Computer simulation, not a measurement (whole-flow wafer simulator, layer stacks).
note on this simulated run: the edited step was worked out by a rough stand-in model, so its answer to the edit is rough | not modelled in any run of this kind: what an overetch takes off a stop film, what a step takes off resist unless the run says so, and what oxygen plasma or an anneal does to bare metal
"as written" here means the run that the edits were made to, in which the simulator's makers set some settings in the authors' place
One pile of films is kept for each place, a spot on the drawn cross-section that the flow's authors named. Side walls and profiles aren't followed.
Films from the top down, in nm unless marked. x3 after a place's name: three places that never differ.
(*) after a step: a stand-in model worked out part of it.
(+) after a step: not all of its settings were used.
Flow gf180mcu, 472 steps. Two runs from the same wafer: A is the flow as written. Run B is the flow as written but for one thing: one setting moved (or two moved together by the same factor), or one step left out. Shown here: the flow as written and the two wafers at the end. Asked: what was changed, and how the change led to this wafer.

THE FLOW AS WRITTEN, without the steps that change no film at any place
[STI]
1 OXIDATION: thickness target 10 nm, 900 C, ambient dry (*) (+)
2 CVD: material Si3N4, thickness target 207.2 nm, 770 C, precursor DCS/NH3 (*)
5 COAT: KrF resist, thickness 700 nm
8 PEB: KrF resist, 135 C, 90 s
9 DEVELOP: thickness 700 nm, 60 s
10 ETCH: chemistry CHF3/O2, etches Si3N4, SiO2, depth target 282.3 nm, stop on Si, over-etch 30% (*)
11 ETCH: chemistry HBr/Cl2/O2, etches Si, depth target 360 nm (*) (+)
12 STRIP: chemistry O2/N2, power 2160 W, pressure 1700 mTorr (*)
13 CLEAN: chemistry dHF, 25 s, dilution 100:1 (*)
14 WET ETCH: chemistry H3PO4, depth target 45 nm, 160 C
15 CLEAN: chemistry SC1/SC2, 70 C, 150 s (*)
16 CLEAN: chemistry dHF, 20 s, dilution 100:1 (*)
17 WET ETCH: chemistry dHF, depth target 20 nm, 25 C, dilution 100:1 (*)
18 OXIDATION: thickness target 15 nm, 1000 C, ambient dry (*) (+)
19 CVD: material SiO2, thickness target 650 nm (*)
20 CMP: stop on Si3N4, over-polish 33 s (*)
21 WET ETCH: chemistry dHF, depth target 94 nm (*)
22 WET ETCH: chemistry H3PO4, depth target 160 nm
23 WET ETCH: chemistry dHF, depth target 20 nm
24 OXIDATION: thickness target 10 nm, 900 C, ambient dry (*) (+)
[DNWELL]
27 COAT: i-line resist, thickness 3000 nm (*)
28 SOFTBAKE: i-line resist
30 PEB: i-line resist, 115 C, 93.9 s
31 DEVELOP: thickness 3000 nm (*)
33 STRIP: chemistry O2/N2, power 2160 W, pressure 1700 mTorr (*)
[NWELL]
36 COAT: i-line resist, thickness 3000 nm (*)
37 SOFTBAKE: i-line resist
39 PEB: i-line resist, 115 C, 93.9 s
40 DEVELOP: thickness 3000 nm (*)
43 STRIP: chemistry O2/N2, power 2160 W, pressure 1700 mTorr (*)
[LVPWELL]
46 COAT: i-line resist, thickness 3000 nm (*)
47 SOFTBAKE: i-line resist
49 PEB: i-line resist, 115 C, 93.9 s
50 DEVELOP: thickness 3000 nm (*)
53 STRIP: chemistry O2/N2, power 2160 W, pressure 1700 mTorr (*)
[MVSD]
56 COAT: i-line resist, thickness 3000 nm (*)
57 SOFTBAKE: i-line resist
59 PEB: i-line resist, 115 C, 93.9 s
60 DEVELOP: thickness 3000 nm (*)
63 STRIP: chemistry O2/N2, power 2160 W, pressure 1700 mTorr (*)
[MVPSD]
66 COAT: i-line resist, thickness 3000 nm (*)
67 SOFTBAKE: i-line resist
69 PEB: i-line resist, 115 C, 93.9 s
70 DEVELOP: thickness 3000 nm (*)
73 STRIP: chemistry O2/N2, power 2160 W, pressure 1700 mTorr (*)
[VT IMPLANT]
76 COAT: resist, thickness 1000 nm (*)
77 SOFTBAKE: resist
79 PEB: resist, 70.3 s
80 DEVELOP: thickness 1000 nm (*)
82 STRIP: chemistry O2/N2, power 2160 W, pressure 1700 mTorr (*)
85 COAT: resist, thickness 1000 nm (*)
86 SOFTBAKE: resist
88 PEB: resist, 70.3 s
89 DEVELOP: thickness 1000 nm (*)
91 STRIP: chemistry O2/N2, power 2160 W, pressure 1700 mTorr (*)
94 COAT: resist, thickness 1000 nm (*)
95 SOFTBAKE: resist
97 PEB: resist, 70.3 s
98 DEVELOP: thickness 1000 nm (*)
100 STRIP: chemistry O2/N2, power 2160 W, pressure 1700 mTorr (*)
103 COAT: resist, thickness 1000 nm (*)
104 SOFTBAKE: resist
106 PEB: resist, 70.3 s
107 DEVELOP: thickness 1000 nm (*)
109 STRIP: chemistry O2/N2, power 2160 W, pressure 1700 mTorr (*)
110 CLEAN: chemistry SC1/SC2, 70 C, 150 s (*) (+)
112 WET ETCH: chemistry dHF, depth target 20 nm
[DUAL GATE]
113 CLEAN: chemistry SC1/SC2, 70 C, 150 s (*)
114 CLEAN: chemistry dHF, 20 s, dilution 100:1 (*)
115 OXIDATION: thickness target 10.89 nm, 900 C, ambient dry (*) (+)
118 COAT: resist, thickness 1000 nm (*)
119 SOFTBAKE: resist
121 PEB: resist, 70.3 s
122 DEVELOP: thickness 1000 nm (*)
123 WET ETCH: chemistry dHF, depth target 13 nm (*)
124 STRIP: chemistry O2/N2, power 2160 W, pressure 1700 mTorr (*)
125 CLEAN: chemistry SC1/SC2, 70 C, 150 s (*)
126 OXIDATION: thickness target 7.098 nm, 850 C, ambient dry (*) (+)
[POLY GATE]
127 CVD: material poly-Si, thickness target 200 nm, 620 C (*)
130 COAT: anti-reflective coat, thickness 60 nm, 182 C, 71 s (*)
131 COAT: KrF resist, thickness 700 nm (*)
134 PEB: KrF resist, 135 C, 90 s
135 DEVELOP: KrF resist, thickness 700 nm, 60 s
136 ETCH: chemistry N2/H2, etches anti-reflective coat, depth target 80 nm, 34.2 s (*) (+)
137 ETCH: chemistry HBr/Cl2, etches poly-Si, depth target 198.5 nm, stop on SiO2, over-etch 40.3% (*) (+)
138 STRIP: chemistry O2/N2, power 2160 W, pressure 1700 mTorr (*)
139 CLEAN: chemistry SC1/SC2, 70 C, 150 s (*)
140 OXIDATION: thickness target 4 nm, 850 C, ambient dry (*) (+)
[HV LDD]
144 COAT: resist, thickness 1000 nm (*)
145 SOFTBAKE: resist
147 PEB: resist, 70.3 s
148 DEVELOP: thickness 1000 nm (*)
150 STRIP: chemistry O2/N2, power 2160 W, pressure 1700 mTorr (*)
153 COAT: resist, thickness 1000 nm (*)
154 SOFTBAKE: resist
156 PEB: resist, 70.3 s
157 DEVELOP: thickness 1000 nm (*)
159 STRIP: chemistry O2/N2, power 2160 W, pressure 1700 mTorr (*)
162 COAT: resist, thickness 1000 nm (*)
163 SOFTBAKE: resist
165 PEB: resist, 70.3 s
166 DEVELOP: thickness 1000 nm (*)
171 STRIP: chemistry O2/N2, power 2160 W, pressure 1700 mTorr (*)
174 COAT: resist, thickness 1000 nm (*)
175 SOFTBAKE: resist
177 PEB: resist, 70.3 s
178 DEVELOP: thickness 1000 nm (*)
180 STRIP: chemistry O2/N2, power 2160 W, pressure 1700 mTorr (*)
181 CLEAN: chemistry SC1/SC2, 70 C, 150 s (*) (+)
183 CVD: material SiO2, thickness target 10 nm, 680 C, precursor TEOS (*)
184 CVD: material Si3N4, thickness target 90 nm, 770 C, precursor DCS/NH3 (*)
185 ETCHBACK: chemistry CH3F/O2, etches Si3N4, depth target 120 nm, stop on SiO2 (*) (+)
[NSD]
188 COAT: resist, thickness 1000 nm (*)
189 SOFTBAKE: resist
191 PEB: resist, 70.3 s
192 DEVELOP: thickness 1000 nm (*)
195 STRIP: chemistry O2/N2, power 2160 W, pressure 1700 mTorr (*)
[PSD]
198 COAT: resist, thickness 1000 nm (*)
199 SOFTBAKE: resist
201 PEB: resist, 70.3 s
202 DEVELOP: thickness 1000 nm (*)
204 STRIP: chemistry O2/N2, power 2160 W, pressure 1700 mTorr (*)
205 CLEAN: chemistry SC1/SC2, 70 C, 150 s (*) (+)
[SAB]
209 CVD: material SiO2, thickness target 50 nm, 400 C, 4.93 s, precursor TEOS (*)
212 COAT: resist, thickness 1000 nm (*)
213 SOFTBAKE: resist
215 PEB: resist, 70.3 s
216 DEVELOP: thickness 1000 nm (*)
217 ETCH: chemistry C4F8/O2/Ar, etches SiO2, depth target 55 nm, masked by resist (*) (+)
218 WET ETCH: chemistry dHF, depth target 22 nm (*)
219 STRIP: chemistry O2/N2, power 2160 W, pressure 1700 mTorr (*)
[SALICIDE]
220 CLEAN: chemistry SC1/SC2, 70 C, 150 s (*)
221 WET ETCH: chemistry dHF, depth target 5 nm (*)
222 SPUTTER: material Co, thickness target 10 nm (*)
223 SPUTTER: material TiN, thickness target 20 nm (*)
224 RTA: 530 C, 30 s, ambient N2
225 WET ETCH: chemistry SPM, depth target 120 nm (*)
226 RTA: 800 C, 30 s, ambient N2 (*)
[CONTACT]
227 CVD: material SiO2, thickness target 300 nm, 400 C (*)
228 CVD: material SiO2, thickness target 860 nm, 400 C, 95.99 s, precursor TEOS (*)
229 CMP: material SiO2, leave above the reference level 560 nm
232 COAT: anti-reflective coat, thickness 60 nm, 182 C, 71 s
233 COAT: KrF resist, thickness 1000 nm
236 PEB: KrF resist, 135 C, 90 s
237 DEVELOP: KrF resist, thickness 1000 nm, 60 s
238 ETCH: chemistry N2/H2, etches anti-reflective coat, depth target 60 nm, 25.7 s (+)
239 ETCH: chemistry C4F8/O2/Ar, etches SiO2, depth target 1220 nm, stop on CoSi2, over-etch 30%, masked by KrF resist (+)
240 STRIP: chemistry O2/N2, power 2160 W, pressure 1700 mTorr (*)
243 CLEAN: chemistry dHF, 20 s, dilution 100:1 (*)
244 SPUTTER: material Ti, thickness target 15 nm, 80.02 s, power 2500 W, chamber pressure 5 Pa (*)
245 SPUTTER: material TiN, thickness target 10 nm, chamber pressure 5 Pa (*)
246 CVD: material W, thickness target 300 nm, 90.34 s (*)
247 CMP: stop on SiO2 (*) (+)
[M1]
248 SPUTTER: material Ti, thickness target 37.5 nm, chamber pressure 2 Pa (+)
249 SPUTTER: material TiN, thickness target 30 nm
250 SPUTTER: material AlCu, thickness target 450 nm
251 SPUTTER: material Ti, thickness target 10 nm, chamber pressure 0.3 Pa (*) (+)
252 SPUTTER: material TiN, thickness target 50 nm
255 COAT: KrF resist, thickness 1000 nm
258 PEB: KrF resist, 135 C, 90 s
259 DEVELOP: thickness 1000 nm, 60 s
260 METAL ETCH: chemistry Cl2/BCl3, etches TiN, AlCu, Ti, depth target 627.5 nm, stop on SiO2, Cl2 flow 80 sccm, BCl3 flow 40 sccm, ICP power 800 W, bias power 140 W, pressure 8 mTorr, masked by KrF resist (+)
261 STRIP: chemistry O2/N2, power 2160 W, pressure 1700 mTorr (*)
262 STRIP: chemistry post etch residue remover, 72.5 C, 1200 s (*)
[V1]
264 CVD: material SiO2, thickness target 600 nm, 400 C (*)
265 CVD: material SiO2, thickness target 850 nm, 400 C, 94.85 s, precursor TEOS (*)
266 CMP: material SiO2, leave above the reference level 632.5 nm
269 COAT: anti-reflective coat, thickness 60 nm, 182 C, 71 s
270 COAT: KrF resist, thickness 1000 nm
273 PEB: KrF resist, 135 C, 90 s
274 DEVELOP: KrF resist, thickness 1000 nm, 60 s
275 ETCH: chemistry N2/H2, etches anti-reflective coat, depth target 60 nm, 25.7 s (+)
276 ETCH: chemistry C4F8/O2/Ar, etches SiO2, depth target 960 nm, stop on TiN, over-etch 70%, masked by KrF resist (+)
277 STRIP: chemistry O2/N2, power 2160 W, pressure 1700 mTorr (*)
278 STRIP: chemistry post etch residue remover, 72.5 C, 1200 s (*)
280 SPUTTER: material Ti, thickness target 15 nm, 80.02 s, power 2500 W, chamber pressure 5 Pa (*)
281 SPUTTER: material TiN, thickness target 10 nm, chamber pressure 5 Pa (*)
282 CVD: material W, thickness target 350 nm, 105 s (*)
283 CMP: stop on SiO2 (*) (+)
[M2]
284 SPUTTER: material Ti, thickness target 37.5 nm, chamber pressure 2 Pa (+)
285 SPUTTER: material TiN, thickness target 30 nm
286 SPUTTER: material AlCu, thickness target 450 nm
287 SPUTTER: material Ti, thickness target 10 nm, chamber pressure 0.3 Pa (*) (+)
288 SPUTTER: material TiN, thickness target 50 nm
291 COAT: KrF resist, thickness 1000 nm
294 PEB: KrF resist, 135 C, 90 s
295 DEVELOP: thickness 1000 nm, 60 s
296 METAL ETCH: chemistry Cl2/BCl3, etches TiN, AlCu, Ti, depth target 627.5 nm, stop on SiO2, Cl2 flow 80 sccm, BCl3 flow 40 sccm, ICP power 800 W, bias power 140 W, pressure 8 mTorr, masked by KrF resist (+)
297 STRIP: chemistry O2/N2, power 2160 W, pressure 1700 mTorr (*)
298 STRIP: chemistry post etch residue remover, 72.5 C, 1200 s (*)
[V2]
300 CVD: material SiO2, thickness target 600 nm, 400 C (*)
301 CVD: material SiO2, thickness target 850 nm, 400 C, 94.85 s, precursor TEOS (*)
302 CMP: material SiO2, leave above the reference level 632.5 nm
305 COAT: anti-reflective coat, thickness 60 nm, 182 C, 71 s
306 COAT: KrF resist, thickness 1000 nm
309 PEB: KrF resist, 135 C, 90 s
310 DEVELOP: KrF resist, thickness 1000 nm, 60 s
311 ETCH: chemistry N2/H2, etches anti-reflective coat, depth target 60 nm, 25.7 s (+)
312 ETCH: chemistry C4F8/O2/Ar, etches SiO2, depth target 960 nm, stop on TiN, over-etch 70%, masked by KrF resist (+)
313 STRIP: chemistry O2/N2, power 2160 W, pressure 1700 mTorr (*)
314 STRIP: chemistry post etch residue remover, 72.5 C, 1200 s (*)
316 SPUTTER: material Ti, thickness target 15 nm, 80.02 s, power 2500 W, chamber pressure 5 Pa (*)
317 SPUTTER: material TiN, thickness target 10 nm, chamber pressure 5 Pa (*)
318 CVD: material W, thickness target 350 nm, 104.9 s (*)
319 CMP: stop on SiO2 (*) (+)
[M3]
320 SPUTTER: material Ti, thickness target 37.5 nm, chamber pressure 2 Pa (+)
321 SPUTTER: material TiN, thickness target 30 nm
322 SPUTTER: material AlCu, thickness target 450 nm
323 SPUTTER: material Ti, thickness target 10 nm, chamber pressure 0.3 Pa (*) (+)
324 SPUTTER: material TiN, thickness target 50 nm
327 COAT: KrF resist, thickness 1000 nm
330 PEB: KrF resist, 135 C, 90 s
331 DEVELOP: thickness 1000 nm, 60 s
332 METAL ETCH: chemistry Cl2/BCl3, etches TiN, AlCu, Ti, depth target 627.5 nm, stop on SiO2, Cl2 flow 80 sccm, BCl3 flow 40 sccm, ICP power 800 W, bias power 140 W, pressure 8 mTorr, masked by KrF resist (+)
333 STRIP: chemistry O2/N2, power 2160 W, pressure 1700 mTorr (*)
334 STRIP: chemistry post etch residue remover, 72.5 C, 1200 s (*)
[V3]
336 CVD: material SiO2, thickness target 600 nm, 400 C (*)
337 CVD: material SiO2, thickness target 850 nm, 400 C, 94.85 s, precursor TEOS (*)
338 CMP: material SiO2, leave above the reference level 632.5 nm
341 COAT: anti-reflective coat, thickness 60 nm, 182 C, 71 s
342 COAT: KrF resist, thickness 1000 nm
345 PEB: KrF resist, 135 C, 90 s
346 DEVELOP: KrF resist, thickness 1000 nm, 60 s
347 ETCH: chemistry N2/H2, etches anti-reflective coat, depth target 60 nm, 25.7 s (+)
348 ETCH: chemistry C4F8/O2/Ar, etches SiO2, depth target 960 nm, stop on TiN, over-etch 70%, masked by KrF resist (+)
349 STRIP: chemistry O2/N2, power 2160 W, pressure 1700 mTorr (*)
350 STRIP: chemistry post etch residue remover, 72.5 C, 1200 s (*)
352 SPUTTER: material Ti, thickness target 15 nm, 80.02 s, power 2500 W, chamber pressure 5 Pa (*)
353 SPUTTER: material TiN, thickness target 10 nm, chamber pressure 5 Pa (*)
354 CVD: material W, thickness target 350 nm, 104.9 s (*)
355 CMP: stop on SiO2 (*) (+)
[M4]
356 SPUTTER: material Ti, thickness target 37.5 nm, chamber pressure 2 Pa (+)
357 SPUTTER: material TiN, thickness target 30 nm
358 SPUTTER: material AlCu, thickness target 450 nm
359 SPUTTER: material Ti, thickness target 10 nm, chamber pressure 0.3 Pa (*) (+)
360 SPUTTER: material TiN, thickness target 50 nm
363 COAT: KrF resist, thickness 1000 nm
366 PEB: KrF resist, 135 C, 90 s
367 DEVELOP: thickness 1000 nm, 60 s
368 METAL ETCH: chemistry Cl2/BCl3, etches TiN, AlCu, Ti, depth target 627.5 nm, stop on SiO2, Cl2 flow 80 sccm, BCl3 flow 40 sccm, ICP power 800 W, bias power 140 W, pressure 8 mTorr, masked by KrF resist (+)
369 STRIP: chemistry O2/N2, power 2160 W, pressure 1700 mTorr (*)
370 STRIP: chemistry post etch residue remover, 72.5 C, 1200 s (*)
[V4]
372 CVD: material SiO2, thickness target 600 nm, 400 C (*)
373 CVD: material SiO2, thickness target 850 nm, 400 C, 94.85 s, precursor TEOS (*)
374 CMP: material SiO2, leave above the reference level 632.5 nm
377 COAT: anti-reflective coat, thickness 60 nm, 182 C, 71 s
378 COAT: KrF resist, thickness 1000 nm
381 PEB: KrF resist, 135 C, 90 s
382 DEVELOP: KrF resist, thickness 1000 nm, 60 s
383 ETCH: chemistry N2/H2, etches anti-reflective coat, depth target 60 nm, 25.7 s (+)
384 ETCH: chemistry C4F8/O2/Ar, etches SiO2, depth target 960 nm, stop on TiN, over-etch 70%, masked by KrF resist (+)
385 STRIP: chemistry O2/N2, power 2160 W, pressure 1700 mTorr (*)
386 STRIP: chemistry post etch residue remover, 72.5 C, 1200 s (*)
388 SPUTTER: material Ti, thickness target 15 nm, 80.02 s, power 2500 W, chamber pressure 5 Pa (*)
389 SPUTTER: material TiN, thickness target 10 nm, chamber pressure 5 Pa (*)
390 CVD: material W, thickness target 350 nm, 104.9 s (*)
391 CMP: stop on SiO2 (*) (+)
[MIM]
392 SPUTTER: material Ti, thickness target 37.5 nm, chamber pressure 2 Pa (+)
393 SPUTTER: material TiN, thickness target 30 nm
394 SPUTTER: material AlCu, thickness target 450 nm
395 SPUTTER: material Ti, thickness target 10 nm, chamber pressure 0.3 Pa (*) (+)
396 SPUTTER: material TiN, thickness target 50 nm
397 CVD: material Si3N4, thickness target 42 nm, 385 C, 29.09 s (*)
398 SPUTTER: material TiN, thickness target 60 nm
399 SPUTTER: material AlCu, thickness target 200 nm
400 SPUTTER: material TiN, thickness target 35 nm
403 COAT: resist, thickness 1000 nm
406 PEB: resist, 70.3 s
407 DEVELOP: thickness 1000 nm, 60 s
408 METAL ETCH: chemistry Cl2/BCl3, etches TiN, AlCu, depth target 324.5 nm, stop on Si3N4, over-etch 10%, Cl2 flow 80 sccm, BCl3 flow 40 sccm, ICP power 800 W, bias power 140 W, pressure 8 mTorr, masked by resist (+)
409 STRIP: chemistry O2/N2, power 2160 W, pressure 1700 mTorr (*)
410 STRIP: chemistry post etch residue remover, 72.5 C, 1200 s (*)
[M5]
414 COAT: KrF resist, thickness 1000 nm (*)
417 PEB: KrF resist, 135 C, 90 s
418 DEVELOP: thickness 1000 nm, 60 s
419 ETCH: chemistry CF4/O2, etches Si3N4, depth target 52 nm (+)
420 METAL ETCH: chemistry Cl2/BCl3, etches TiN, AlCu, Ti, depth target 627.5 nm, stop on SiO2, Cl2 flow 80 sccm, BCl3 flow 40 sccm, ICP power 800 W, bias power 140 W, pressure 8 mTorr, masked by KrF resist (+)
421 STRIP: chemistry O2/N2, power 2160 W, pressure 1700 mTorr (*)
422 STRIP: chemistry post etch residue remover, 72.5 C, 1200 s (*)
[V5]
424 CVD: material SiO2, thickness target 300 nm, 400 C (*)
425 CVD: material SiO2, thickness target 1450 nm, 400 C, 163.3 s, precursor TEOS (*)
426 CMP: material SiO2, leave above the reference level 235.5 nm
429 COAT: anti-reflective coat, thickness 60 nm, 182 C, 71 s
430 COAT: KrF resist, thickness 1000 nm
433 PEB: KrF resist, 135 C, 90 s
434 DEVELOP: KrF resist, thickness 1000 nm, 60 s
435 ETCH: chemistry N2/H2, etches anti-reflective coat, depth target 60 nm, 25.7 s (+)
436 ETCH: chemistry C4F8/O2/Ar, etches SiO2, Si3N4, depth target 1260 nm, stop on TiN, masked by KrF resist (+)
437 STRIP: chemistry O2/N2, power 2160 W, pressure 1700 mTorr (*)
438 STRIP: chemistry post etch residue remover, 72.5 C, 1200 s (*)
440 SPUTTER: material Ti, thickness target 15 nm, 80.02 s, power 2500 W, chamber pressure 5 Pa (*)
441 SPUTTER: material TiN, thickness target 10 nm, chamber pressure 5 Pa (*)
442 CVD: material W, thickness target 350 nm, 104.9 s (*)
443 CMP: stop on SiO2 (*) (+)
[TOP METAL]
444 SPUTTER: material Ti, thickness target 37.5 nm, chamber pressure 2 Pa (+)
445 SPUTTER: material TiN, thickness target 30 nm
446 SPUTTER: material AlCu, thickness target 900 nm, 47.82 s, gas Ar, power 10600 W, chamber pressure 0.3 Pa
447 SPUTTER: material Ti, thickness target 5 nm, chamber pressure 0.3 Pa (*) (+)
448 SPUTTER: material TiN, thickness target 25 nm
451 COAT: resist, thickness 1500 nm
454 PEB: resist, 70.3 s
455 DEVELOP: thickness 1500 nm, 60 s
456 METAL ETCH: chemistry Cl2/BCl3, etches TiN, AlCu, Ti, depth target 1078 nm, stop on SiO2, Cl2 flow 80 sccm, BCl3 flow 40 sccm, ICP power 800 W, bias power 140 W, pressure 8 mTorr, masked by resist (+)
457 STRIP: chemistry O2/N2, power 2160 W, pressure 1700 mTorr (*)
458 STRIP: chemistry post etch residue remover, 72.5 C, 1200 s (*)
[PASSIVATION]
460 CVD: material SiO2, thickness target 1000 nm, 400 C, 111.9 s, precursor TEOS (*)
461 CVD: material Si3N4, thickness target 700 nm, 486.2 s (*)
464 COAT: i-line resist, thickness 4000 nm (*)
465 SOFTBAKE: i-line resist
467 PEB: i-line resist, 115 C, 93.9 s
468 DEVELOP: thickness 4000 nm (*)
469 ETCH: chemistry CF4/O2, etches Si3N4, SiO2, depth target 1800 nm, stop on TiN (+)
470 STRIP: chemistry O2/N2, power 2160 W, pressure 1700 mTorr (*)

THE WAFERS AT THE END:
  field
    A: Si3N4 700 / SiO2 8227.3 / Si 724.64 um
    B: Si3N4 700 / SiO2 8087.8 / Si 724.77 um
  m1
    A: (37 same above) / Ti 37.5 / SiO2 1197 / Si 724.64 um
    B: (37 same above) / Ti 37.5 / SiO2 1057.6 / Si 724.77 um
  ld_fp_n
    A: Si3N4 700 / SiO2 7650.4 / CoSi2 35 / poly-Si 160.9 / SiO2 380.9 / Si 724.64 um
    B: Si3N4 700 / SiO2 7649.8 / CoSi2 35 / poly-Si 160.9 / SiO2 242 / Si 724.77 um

The cause: step 11, ETCH: depth target 220 nm was run, where the flow has depth target 360 nm.

How the change led to this, step by step:
  11 ETCH: chemistry HBr/Cl2/O2, etches Si, depth target 360 nm (*) (+)
      active, n_well, p_well and 40 more: A KrF resist -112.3 | B KrF resist -65.7
      field, field_sub, sti and 34 more: A Si -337 | B Si -197
  12 STRIP: chemistry O2/N2, power 2160 W, pressure 1700 mTorr (*)
      active, n_well, p_well and 40 more: A KrF resist -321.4 (all of it) | B KrF resist -368.1 (all of it)
  19 CVD: material SiO2, thickness target 650 nm (*)
      m1, ld_fp_n, ld_drift_n and 8 more: A SiO2 +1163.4 | B SiO2 +1023.4
  20 CMP: stop on Si3N4, over-polish 33 s (*)
      sti, mim_1p0, pad and 11 more: A SiO2 -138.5 | B SiO2 -278.5
      nw_enc_fld, nw_enc_fld_lv: A SiO2 -142.5 | B SiO2 -282.5
      (and at 10 more places)
  115 OXIDATION: thickness target 10.89 nm, 900 C, ambient dry (*) (+)
      field, field__w1, field__w2 and 6 more: A SiO2 +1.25, Si -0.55 | B SiO2 +1.76, Si -0.78
      npoly_u, ppoly_u, m1_nw: A SiO2 +1.24, Si -0.55 | B SiO2 +1.75, Si -0.77
      (and at 2 more places)
  189 SOFTBAKE: resist
      field__w9: A resist +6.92 | B resist -3.07
  199 SOFTBAKE: resist
      field__w9: A resist +6.92 | B resist -3.07
